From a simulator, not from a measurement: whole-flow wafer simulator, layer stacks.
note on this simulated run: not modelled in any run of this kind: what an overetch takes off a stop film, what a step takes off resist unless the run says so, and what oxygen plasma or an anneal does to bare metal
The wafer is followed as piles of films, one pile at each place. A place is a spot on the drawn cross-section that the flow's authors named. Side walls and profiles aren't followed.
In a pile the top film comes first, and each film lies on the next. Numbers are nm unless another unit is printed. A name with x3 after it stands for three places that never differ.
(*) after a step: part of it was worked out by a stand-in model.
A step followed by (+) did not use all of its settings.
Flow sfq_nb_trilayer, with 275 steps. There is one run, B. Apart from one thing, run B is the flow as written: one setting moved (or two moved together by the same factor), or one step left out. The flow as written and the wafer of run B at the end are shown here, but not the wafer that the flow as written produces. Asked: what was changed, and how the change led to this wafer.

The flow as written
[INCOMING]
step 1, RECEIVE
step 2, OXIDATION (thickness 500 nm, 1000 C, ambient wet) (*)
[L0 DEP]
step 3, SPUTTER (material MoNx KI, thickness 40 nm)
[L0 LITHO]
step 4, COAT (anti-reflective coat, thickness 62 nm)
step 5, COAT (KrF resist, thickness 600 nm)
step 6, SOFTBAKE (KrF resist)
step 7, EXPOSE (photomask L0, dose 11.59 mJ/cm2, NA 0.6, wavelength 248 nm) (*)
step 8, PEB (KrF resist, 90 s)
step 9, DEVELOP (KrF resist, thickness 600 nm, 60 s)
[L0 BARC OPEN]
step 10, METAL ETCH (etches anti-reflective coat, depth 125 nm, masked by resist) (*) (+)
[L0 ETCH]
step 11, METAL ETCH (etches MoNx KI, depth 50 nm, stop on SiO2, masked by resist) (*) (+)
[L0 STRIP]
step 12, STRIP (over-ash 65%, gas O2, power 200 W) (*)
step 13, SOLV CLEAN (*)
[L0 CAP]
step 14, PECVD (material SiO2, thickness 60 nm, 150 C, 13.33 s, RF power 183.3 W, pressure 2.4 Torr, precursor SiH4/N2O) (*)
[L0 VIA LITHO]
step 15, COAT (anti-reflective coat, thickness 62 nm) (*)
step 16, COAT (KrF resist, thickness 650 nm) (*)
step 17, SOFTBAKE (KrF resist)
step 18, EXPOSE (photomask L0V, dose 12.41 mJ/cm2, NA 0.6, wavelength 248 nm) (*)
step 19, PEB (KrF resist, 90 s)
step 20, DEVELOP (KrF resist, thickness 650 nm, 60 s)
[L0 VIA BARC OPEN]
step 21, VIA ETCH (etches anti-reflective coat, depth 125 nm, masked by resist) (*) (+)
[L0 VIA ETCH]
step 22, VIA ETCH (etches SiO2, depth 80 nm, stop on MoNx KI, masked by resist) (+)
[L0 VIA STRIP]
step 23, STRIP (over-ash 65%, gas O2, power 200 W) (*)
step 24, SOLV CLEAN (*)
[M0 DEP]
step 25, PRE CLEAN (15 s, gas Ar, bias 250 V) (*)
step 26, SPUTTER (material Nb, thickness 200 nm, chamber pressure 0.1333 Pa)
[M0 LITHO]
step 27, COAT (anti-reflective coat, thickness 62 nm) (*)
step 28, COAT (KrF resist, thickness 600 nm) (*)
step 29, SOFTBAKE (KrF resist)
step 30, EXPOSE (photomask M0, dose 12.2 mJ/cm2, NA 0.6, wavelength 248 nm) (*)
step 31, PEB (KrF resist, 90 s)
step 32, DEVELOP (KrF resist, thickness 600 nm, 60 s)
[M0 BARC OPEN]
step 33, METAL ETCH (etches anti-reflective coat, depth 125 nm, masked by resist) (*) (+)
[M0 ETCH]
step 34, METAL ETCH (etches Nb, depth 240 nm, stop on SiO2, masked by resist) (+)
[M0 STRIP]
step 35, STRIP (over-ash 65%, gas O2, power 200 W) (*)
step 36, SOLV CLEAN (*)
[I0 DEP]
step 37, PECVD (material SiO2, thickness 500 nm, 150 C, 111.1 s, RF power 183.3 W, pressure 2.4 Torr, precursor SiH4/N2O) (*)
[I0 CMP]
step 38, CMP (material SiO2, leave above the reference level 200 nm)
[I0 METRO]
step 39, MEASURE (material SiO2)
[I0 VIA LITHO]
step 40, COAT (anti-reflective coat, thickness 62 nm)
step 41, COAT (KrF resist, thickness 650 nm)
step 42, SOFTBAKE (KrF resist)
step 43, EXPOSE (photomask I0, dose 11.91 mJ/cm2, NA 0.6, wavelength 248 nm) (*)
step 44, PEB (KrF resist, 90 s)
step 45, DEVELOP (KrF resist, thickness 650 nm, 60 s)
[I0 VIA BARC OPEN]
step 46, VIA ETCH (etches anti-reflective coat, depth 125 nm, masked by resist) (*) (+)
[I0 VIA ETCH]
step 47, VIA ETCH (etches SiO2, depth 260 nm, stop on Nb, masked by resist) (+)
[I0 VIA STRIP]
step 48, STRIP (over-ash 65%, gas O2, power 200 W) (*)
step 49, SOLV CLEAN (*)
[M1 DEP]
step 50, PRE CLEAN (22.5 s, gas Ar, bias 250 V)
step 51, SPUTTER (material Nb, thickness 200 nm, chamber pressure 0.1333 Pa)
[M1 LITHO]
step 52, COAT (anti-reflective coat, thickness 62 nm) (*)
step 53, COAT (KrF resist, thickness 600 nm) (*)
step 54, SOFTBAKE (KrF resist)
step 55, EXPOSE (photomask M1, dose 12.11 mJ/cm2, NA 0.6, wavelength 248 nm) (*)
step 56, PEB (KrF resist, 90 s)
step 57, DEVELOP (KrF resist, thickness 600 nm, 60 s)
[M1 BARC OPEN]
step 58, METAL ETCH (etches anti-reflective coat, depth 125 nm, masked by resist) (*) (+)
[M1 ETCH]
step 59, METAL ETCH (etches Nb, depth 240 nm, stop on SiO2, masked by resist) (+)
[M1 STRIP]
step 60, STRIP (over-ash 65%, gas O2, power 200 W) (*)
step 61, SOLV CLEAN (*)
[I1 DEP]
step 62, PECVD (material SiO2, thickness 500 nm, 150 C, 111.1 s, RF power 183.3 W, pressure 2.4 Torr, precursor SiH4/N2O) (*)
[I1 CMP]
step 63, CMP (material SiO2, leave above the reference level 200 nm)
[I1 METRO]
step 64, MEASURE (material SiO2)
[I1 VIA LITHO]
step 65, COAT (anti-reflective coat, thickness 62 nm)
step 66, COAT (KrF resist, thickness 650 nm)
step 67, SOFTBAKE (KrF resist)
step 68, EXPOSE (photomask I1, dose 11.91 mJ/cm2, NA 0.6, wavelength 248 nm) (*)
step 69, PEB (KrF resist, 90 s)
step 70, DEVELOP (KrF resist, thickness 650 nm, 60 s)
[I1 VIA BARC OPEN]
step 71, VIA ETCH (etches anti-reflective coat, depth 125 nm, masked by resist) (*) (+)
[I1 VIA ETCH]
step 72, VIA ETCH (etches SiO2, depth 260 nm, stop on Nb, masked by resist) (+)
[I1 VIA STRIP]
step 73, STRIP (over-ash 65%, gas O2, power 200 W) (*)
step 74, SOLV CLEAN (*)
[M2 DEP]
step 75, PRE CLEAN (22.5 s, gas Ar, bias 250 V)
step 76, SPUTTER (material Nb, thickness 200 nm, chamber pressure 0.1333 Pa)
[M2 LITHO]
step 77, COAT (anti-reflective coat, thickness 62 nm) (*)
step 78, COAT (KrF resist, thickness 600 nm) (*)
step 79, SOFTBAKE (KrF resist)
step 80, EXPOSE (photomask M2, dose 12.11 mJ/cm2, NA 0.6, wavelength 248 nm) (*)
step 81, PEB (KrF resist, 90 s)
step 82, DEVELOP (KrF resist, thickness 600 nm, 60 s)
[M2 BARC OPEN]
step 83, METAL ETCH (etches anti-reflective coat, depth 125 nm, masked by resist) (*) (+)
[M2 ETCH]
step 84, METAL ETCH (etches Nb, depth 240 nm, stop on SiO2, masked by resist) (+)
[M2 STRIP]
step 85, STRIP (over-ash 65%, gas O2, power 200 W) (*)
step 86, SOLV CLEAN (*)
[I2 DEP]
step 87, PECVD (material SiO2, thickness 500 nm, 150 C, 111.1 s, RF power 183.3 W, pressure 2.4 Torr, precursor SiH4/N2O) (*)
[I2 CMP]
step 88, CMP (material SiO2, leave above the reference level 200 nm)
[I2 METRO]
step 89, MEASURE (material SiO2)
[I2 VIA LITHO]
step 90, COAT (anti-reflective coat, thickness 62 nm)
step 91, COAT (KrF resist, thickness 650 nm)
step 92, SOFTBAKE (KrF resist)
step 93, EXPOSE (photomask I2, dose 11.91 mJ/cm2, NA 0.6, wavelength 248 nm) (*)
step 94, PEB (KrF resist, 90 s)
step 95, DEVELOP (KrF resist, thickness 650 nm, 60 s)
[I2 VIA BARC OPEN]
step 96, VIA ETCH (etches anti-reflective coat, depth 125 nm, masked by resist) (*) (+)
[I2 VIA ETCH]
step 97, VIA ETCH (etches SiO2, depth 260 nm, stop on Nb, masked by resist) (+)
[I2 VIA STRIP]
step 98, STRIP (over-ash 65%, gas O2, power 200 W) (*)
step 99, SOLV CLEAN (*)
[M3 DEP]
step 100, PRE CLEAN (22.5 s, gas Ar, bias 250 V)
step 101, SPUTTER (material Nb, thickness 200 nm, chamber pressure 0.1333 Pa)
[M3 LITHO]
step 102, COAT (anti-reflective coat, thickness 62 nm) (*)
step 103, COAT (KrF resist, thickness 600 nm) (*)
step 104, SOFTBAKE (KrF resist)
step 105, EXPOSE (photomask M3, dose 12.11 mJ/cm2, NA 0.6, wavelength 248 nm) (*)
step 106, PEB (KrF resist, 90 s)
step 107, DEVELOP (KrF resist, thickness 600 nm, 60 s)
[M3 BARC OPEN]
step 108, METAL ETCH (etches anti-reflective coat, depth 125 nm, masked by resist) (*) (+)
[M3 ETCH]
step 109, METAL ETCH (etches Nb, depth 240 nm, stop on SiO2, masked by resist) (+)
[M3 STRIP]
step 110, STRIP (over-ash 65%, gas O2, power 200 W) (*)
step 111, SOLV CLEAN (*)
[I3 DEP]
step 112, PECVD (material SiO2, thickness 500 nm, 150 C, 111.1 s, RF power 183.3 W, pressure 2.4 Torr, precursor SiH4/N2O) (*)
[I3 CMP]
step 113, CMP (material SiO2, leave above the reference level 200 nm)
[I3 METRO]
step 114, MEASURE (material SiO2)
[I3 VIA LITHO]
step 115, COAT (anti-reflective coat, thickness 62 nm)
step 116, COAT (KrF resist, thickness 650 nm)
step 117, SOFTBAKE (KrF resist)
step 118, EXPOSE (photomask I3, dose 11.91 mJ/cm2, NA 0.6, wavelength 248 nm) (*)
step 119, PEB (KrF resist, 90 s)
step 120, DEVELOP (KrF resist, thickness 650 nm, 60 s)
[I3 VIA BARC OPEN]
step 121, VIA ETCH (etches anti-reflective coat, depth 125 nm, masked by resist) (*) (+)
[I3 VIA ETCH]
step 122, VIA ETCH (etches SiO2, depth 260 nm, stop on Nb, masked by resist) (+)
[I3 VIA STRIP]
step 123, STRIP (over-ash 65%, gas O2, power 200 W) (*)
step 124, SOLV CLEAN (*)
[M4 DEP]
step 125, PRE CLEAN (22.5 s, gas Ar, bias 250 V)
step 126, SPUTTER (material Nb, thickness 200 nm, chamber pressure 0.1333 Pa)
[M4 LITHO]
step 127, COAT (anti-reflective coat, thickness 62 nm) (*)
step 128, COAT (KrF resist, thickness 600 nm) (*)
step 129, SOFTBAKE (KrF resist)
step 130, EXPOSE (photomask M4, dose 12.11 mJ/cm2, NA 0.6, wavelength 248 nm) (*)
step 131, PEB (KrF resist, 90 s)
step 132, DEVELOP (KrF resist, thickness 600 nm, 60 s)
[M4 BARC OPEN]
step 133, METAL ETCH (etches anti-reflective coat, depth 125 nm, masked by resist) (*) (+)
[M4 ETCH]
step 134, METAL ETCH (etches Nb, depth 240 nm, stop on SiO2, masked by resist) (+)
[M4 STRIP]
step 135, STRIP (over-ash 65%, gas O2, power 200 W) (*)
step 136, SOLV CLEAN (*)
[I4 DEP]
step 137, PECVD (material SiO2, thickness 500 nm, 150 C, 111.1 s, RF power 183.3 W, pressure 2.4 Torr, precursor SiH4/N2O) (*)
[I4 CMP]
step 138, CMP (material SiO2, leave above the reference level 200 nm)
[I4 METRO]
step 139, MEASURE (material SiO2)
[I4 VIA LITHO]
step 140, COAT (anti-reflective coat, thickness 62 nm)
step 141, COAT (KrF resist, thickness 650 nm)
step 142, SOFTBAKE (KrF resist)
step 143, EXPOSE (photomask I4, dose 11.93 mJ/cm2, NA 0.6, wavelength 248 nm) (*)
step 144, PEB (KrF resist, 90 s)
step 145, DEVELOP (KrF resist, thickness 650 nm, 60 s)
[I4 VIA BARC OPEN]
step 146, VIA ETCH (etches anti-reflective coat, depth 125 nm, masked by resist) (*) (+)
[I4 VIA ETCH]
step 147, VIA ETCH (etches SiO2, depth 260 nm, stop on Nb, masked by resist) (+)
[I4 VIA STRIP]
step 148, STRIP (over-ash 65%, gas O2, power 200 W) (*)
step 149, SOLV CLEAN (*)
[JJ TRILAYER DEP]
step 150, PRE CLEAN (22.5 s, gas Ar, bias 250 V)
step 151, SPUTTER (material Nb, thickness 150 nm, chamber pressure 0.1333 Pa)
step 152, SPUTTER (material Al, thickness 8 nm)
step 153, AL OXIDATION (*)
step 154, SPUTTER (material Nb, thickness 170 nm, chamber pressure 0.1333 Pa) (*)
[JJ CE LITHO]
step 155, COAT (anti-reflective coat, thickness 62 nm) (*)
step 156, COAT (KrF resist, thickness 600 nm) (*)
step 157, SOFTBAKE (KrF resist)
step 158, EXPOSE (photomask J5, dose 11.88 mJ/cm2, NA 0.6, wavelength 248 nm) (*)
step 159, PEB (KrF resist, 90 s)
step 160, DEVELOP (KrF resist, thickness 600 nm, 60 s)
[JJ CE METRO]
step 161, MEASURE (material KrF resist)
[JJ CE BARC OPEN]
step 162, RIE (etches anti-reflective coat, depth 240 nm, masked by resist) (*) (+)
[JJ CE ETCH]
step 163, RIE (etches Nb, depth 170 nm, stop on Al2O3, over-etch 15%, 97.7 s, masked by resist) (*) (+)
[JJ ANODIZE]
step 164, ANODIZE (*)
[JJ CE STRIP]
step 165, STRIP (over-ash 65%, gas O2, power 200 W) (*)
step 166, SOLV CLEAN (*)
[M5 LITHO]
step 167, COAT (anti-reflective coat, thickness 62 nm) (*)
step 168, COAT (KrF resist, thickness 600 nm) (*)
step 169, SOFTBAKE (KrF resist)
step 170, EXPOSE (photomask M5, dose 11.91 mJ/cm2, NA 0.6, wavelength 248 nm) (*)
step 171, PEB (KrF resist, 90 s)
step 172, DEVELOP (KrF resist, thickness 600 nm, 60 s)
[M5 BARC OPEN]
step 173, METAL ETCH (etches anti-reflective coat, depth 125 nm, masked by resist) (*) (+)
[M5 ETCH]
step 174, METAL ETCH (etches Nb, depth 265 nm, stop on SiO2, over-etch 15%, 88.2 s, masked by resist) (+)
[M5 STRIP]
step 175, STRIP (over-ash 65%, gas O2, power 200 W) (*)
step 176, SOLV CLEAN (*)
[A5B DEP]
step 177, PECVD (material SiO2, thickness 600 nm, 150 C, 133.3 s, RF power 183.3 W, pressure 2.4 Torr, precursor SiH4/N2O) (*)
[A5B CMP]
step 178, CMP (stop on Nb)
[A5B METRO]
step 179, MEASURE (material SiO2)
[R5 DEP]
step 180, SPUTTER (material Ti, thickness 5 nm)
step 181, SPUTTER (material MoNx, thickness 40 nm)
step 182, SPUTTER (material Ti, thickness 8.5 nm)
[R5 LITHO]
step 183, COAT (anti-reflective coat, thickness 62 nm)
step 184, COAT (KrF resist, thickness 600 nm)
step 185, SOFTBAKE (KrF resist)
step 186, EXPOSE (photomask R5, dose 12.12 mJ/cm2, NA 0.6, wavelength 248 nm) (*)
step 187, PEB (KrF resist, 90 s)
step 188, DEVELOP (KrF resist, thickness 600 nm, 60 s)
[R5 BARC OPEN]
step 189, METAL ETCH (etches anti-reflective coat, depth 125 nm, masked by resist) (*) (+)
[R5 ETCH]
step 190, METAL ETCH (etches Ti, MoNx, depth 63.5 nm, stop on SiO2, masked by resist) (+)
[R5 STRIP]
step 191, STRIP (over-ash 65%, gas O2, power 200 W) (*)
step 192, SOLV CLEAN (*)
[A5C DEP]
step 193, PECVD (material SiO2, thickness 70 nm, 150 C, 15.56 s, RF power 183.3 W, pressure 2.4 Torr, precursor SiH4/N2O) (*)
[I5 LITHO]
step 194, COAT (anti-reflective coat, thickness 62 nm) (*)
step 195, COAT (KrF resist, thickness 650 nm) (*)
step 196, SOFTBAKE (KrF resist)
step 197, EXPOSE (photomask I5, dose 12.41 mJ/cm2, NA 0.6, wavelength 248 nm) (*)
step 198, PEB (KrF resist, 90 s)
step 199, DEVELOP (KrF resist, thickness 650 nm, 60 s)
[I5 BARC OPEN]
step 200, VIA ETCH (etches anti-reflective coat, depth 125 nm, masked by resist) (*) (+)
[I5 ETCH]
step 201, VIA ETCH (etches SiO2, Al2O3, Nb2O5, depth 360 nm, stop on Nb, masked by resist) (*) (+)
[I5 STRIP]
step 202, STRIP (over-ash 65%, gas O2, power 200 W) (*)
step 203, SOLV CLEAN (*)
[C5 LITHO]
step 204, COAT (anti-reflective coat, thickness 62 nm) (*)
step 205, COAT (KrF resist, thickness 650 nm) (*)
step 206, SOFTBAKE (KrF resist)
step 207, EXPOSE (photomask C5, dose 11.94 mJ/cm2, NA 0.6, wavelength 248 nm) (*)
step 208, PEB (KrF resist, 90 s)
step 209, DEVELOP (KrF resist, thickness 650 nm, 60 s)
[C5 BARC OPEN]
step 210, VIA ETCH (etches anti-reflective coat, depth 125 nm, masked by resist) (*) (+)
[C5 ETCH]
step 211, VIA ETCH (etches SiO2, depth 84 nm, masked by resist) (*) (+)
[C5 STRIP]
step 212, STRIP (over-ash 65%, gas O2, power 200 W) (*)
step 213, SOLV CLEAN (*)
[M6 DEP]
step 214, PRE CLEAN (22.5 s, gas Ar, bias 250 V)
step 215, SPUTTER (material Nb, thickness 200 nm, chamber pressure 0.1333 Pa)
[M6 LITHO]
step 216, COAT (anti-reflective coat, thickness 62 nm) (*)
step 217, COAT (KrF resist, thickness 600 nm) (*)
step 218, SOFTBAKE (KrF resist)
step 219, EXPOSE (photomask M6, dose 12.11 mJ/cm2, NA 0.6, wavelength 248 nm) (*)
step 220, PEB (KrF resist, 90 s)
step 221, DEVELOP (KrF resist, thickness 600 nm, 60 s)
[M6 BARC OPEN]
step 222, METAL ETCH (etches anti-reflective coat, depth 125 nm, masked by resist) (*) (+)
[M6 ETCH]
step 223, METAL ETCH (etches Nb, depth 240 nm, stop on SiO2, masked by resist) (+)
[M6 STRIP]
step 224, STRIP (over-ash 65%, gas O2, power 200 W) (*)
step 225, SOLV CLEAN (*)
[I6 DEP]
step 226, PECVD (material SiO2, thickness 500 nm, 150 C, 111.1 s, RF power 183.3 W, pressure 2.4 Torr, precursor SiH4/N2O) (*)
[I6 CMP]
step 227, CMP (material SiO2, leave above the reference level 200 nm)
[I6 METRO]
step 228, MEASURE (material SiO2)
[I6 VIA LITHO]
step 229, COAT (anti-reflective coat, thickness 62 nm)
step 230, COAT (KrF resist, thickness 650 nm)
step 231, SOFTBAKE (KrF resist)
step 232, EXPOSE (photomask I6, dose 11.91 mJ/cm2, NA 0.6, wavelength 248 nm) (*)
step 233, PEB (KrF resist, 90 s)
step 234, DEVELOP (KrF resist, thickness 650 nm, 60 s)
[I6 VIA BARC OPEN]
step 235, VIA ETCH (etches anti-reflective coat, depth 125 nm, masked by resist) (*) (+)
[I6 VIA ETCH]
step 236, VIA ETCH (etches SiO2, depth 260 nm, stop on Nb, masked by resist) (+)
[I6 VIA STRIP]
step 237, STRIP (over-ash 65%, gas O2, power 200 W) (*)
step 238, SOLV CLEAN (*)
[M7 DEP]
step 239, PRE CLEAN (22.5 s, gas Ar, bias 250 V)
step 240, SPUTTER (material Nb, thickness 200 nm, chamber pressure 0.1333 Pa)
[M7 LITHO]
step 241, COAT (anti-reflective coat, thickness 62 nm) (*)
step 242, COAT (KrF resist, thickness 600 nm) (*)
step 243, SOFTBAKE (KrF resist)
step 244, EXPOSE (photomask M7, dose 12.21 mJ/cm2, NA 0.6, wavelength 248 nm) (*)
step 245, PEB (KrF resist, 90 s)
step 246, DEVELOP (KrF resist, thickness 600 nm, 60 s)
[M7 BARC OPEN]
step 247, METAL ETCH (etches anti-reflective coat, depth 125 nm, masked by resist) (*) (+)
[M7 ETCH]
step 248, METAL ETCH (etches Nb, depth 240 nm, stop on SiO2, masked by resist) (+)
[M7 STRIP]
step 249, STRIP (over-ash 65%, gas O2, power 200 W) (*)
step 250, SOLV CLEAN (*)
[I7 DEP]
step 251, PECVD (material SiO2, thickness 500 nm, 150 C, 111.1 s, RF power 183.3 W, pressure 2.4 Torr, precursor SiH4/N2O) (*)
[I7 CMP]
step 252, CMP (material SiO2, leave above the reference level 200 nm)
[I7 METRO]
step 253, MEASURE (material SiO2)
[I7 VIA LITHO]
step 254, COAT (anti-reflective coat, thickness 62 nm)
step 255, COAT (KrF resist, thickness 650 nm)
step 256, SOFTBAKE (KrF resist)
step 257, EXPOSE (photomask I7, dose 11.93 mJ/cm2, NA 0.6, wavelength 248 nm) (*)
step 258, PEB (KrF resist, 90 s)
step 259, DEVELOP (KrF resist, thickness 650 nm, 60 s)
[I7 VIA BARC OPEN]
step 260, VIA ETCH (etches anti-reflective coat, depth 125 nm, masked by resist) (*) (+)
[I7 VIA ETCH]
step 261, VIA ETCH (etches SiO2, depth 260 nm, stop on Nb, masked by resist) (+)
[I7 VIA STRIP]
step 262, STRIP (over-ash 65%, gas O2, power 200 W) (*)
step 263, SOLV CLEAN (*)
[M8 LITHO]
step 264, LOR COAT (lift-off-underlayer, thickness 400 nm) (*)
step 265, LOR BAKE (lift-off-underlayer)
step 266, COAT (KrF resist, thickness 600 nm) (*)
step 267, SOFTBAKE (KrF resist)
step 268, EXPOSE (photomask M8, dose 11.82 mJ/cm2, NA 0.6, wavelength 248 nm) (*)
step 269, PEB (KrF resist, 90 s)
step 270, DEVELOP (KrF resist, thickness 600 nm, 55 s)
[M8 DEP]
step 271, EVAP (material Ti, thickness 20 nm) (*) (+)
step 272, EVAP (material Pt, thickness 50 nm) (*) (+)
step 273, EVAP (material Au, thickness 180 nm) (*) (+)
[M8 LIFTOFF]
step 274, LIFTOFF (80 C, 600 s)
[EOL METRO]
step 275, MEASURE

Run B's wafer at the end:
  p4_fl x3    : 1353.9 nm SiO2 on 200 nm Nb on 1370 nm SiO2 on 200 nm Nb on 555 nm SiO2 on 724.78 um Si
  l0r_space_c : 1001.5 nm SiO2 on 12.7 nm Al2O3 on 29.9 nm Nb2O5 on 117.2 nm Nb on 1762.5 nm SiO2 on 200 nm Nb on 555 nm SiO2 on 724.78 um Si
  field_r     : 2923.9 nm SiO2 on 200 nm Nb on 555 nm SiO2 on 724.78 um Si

Cause: step 151, SPUTTER: thickness 128 nm was run, though the flow has thickness 150 nm.

How this came from the change, step by step:
  step 151, SPUTTER (material Nb, thickness 150 nm, chamber pressure 0.1333 Pa)
      field_l, v_sur, via_sp and 100 more: +128 Nb (new film) (as written it would have been: +150 Nb (new film))
      via_wl, via_w, via_wr: +111.1 Nb (as written it would have been: +130.4 Nb)
  step 155, COAT (anti-reflective coat, thickness 62 nm) (*)
      via_wl, via_wr: +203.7 anti-reflective coat (new film) (as written it would have been: +209.4 anti-reflective coat (new film))
  step 162, RIE (etches anti-reflective coat, depth 240 nm, masked by resist) (*) (+)
      ce_l, c5j, ce_r, wl_jj: -203.7 KrF resist (as written it would have been: -209.4 KrF resist)
      via_wl, via_wr: -203.7 anti-reflective coat (all of it) (as written it would have been: -209.4 anti-reflective coat (all of it))
  step 165, STRIP (over-ash 65%, gas O2, power 200 W) (*)
      c5j, ce_r: -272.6 KrF resist (all of it), -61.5 anti-reflective coat (all of it) (as written it would have been: -266.9 KrF resist (all of it), -61.5 anti-reflective coat (all of it))
      ce_l: -272.5 KrF resist (all of it), -61.4 anti-reflective coat (all of it) (as written it would have been: -266.8 KrF resist (all of it), -61.4 anti-reflective coat (all of it))
      (and at 1 other place as well)
  step 167, COAT (anti-reflective coat, thickness 62 nm) (*)
      via_wr: +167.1 anti-reflective coat (new film) (as written it would have been: +170.6 anti-reflective coat (new film))
      ce_l: +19 anti-reflective coat (new film) (as written it would have been: +19.6 anti-reflective coat (new film))
      (and at 1 other place as well)
  step 174, METAL ETCH (etches Nb, depth 265 nm, stop on SiO2, over-etch 15%, 88.2 s, masked by resist) (+)
      field_l, r_sur, res and 50 more: -12.6 Al2O3 (all of it), -29.9 Nb2O5 (all of it), -117.2 Nb (all of it), -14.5 SiO2 (as written it would have been: -12.6 Al2O3 (all of it), -29.9 Nb2O5 (all of it), -139.2 Nb (all of it), -12.3 SiO2)
  step 175, STRIP (over-ash 65%, gas O2, power 200 W) (*)
      via_wr: -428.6 KrF resist (all of it), -167.1 anti-reflective coat (all of it) (as written it would have been: -427.6 KrF resist (all of it), -170.6 anti-reflective coat (all of it))
      ce_l: -300.1 KrF resist (all of it), -19 anti-reflective coat (all of it) (as written it would have been: -299.6 KrF resist (all of it), -19.6 anti-reflective coat (all of it))
      (and at 1 other place as well)
  step 178, CMP (stop on Nb)
      field_l, p4_fl x3, p4_w1 x3 and 35 more: -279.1 SiO2 (as written it would have been: -259.3 SiO2)
      r_sur, res, r_end, moat, field_r, lsp_l: -272.8 SiO2 (as written it would have been: -252.3 SiO2)
      (and at 5 other places as well)
